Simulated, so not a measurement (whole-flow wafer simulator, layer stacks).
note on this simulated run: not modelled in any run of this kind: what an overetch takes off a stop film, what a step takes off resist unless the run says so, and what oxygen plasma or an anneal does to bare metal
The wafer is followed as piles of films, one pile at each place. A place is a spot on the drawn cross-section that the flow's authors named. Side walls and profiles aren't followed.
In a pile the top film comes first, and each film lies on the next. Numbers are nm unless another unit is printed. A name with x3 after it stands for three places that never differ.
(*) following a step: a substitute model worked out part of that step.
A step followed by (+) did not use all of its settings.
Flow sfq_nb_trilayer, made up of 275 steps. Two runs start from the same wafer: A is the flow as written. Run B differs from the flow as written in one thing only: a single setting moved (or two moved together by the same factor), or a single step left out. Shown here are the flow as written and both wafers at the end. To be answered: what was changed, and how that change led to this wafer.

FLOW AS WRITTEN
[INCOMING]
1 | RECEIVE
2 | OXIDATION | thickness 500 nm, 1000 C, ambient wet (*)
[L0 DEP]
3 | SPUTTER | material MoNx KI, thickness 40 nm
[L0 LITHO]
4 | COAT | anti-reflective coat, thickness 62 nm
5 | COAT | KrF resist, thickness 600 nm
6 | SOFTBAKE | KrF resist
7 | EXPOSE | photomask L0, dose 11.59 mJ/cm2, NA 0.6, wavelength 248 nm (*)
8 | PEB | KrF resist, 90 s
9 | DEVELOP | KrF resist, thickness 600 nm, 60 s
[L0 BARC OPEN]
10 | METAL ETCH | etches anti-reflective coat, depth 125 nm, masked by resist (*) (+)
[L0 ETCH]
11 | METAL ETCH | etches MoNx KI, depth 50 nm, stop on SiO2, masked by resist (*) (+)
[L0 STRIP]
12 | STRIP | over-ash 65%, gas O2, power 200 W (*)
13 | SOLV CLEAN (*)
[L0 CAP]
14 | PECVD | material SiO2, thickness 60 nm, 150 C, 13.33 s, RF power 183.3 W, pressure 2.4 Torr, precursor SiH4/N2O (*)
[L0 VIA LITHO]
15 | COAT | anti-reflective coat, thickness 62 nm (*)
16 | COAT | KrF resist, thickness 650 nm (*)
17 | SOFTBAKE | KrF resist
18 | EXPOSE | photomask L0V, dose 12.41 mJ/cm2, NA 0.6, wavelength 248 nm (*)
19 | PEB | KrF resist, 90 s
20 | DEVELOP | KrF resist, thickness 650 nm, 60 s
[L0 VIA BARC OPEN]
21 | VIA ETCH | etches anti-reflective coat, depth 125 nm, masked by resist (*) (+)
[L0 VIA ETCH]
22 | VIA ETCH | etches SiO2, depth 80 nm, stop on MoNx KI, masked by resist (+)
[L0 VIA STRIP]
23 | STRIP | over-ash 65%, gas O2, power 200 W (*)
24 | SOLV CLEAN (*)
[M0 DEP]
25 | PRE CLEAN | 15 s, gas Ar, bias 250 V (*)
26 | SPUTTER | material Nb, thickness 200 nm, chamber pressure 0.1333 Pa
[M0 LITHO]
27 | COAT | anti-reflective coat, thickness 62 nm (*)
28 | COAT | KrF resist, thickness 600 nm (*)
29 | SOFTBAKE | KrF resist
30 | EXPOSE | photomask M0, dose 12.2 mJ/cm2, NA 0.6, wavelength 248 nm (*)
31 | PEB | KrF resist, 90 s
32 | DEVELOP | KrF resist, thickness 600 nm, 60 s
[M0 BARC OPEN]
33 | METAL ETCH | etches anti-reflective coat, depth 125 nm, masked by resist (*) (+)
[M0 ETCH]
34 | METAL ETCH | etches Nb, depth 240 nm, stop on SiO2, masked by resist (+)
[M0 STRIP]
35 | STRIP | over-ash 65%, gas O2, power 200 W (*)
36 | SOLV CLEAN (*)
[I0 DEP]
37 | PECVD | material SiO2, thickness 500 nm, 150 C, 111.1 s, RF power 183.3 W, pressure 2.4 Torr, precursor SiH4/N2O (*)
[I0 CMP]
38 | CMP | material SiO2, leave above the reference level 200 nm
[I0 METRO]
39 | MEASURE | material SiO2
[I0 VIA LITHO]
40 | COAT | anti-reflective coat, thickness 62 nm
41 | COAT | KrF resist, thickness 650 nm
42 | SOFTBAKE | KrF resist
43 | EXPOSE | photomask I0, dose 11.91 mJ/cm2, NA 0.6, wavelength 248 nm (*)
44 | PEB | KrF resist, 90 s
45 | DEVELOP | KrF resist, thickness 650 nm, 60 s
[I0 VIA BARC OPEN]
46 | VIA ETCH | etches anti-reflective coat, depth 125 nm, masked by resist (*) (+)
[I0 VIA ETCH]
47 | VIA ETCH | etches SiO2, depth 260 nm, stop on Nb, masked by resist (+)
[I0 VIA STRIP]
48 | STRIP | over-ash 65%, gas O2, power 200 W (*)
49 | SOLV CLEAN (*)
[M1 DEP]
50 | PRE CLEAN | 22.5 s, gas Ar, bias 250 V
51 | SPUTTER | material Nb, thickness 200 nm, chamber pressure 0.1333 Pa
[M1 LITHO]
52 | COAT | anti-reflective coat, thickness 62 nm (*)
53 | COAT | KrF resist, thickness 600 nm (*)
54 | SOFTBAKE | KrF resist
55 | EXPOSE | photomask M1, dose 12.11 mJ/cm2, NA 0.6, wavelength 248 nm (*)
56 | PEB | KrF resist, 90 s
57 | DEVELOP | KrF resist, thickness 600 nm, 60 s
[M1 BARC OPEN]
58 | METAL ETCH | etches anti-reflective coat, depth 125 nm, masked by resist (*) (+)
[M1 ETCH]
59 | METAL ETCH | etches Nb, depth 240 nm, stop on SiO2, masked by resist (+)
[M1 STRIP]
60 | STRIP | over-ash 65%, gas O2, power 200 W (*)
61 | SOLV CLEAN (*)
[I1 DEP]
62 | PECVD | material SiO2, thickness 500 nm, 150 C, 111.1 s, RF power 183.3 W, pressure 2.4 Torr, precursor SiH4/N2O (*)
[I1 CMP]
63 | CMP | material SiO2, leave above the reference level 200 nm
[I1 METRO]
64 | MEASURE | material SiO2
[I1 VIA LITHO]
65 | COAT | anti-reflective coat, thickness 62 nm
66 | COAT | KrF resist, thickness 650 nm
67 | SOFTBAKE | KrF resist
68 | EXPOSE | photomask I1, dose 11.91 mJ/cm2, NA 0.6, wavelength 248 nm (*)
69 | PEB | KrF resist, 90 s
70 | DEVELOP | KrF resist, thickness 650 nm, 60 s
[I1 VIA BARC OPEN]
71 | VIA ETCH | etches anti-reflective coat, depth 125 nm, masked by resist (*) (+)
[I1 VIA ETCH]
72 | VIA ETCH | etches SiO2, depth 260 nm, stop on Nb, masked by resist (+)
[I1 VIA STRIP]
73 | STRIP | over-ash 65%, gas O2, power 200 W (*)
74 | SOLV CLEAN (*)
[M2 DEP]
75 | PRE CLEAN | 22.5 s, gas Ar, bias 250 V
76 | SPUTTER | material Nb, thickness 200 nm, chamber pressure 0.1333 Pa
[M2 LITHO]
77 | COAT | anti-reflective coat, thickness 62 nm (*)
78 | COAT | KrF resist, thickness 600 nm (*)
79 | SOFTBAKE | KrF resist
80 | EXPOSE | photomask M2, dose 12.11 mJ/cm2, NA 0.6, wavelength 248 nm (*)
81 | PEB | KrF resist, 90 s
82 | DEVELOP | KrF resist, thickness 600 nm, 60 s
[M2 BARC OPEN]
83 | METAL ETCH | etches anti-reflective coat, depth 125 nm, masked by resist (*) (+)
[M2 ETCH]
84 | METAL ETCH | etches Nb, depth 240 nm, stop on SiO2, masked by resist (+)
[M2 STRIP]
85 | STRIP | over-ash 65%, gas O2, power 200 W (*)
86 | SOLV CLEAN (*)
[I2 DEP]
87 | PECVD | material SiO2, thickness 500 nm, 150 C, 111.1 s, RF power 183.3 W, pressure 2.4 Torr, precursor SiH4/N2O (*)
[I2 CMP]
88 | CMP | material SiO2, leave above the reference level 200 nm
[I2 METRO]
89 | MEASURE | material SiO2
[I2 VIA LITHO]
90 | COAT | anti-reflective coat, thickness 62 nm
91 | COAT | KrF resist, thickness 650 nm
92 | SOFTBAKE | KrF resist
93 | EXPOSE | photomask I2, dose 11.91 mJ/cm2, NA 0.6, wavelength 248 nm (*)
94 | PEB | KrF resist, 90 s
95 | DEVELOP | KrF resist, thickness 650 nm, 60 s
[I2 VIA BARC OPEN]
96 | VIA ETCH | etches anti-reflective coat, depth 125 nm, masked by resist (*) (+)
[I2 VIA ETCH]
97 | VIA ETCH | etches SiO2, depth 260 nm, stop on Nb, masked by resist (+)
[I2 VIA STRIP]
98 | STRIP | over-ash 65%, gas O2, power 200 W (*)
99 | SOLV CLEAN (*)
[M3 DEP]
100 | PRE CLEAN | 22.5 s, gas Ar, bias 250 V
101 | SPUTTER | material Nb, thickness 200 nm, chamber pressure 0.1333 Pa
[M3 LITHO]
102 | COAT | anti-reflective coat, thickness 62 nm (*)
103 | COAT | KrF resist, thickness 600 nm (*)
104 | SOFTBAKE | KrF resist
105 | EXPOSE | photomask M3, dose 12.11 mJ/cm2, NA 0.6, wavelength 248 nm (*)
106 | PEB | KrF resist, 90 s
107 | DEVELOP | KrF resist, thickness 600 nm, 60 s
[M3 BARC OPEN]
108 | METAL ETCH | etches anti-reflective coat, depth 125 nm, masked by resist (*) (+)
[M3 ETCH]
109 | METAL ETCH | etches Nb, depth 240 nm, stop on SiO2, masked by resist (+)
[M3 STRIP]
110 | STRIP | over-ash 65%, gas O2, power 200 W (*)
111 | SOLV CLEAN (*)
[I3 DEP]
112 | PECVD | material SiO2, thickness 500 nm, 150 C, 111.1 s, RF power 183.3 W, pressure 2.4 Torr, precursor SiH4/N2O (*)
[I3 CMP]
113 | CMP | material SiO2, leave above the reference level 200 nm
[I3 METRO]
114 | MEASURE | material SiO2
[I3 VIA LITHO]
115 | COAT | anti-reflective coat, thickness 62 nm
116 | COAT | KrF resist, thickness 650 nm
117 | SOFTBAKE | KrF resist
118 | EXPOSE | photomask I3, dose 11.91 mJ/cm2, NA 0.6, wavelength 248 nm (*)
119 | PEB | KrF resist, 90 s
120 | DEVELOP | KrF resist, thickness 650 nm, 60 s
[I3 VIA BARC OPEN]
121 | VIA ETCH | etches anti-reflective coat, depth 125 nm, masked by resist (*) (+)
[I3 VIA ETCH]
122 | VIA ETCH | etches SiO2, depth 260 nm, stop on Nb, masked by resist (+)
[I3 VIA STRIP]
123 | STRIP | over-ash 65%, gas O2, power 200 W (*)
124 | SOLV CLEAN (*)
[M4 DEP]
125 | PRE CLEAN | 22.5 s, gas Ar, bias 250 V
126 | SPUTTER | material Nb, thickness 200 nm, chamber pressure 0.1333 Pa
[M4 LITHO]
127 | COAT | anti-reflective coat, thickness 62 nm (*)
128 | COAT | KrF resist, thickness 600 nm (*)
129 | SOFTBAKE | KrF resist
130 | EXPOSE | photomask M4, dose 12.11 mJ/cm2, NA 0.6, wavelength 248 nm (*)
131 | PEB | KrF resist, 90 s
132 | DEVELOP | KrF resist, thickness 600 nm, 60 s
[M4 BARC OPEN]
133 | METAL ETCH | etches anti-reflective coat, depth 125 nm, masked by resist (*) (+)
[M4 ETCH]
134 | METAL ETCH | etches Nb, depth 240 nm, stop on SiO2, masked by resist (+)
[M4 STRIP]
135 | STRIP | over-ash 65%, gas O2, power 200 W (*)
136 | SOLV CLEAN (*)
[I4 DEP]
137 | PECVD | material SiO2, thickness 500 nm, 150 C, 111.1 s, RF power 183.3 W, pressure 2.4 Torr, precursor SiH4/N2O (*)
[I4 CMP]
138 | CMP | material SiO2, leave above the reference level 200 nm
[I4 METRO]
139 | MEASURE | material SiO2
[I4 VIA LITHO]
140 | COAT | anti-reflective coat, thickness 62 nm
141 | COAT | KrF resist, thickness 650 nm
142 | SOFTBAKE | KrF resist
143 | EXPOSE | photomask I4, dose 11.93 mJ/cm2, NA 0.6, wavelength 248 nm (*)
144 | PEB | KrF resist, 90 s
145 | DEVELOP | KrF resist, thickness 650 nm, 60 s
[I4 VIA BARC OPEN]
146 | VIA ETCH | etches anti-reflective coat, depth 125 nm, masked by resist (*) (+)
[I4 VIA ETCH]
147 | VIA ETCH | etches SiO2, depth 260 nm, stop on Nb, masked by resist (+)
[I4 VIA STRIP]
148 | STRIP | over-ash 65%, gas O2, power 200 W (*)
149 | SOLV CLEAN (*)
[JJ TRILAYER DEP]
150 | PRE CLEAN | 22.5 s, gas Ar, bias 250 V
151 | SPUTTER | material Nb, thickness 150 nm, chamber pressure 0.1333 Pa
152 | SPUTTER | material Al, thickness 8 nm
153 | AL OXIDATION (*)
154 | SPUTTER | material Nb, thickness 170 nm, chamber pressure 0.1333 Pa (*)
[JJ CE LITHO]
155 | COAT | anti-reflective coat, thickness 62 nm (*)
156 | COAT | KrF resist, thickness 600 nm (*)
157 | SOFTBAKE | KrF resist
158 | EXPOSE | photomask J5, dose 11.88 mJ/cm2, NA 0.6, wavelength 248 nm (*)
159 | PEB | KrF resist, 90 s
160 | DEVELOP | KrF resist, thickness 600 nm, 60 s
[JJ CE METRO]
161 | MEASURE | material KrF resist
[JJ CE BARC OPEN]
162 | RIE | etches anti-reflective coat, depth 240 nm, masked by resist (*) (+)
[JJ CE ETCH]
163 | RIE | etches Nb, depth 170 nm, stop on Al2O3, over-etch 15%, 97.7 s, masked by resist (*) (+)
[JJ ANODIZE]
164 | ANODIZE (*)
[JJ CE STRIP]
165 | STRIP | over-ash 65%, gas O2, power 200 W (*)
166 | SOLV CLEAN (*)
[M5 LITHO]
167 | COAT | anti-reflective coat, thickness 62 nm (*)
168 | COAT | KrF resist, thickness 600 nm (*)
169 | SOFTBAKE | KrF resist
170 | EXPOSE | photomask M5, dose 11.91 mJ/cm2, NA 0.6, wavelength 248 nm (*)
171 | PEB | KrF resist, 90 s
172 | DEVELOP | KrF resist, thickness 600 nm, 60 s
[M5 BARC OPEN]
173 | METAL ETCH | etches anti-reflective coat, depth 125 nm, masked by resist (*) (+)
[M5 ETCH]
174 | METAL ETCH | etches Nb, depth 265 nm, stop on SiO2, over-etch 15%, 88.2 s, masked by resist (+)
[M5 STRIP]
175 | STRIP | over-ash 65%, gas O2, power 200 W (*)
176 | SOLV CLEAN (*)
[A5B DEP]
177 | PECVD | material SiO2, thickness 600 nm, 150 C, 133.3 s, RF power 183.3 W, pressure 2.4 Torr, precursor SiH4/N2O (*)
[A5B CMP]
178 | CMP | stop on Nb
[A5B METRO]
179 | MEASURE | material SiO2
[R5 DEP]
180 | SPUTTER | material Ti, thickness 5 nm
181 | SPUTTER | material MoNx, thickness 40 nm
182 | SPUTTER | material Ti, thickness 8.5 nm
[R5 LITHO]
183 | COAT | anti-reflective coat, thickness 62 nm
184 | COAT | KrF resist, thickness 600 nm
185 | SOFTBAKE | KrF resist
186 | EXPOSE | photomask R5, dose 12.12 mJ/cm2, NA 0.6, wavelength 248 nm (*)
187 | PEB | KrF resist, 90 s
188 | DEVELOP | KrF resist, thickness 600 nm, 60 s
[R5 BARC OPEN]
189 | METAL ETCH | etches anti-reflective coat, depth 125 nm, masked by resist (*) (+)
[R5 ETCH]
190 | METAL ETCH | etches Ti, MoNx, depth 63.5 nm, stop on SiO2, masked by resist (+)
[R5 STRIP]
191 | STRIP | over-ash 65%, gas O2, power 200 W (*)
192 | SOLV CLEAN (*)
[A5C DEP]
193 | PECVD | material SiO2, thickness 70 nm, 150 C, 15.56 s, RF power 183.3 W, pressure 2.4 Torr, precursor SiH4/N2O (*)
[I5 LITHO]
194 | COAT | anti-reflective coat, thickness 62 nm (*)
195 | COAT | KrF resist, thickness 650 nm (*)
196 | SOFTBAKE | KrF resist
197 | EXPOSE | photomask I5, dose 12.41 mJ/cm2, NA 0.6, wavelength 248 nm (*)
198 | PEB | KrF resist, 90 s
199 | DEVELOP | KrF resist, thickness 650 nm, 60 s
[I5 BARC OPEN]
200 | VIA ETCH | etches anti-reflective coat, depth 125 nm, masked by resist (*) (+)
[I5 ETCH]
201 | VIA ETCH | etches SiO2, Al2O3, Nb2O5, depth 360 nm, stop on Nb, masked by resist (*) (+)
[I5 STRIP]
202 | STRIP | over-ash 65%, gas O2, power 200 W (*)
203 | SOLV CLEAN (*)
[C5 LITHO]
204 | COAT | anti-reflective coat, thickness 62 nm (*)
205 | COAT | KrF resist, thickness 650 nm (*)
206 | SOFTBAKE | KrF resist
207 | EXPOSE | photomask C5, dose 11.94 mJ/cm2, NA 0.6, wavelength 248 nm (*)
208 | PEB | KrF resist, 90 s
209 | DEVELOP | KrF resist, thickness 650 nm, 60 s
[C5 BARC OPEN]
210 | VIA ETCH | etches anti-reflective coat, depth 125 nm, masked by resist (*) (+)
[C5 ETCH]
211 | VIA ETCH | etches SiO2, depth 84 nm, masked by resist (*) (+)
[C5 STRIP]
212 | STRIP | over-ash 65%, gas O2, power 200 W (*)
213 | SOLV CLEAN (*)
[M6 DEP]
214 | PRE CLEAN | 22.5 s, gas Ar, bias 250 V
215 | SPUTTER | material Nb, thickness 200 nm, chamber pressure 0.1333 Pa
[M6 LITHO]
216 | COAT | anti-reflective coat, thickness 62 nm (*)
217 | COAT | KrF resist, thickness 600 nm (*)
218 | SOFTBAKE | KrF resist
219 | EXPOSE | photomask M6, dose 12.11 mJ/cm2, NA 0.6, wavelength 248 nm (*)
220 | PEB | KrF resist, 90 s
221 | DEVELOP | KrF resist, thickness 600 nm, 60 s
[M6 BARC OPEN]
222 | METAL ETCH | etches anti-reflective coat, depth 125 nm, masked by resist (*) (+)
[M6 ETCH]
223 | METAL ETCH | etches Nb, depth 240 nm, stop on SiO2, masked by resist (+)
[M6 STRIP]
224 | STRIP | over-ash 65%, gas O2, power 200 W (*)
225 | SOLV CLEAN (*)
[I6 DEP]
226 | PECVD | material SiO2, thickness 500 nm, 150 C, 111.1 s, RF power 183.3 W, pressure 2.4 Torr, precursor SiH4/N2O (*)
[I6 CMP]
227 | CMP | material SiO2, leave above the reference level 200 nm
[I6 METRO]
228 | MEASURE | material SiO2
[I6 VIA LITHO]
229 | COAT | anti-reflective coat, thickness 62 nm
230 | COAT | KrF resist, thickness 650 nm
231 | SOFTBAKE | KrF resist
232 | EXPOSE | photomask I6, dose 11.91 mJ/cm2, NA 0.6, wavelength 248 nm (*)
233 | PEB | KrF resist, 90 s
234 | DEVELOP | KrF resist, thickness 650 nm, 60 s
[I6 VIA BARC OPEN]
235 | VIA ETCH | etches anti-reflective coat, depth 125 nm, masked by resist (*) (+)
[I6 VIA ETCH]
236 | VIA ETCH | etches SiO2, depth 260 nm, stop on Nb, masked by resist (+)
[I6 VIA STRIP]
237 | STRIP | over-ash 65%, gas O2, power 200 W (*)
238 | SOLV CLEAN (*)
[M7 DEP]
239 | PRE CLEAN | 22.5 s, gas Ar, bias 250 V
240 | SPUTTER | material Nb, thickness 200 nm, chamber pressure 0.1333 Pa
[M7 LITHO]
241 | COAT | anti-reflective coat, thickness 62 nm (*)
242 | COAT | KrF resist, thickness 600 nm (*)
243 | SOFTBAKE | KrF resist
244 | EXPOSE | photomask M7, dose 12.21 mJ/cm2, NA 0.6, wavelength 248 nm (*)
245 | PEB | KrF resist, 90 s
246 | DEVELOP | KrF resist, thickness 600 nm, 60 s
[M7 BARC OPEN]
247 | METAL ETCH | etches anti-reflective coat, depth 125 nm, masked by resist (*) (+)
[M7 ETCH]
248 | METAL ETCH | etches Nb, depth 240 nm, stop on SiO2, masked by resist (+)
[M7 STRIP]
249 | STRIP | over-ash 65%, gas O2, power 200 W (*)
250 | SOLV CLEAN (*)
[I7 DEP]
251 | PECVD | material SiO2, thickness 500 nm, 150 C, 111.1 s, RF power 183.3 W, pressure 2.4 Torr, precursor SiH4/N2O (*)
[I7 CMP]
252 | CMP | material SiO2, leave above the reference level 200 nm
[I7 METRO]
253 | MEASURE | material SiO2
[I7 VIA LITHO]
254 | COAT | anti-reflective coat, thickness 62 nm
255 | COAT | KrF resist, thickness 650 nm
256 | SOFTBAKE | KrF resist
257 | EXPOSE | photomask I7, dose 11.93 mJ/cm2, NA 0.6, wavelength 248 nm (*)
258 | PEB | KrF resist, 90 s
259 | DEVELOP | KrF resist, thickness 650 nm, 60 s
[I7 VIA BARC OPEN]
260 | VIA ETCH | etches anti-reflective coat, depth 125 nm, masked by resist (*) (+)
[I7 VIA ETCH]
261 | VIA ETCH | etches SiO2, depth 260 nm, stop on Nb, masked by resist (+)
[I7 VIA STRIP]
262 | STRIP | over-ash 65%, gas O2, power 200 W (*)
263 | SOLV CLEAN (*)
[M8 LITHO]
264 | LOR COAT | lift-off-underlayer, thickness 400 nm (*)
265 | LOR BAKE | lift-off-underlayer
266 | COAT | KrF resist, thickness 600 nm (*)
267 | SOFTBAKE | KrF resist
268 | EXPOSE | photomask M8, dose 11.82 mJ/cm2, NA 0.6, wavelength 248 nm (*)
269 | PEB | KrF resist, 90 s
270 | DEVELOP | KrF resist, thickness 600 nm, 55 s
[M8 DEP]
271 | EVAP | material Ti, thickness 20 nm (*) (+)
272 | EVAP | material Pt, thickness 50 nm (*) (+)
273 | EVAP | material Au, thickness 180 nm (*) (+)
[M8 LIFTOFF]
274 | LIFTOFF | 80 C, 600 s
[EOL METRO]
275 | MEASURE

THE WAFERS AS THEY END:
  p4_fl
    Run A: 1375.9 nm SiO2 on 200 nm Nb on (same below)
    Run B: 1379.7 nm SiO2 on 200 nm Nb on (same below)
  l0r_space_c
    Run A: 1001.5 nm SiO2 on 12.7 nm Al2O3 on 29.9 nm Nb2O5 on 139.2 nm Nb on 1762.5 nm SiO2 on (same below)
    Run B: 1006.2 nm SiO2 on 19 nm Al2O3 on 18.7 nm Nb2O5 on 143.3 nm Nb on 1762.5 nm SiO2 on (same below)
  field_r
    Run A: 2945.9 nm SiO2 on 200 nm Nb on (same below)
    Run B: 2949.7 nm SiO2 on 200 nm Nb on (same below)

The reason: step 152, SPUTTER: thickness 11.8 nm was run, while the flow as written has thickness 8 nm.

Step by step, how the change led to this:
  152 | SPUTTER | material Al, thickness 8 nm
      field_l, v_sur, via_sp and 100 more: A +8 Al (new film) | B +11.8 Al (new film)
      via_wl, via_wr: A +5.14 Al (new film) | B +7.58 Al (new film)
      (also at 1 further place)
  164 | ANODIZE (*)
      field_l, v_sur, via_sp and 96 more: A +12.2 Al2O3, +29.9 Nb2O5 (new film), -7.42 Al (all of it), -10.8 Nb | B +18.5 Al2O3, +18.7 Nb2O5 (new film), -11.2 Al (all of it), -6.74 Nb
      via_wl, via_wr: A +7.52 Al2O3 (new film), +39.2 Nb2O5 (new film), -4.56 Al (all of it), -14.1 Nb | B +11.5 Al2O3 (new film), +32 Nb2O5 (new film), -7 Al (all of it), -11.5 Nb
      (also at 1 further place)
  167 | COAT | anti-reflective coat, thickness 62 nm (*)
      ce_l: A +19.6 anti-reflective coat (new film) | B +18.4 anti-reflective coat (new film)
      ce_r: A +19.7 anti-reflective coat (new film) | B +18.4 anti-reflective coat (new film)
  174 | METAL ETCH | etches Nb, depth 265 nm, stop on SiO2, over-etch 15%, 88.2 s, masked by resist (+)
      field_l, r_sur, res and 50 more: A -12.6 Al2O3 (all of it), -29.9 Nb2O5 (all of it), -139.2 Nb (all of it), -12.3 SiO2 | B -18.9 Al2O3 (all of it), -18.7 Nb2O5 (all of it), -143.3 Nb (all of it), -12.4 SiO2
  175 | STRIP | over-ash 65%, gas O2, power 200 W (*)
      ce_l: A -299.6 KrF resist (all of it), -19.6 anti-reflective coat (all of it) | B -297.3 KrF resist (all of it), -18.4 anti-reflective coat (all of it)
      ce_r: A -299.9 KrF resist (all of it), -19.7 anti-reflective coat (all of it) | B -297.6 KrF resist (all of it), -18.4 anti-reflective coat (all of it)
  201 | VIA ETCH | etches SiO2, Al2O3, Nb2O5, depth 360 nm, stop on Nb, masked by resist (*) (+)
      be: A -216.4 SiO2 (all of it), -12.7 Al2O3 (all of it), -29.9 Nb2O5 (all of it) | B -221.1 SiO2 (all of it), -19 Al2O3 (all of it), -18.7 Nb2O5 (all of it)
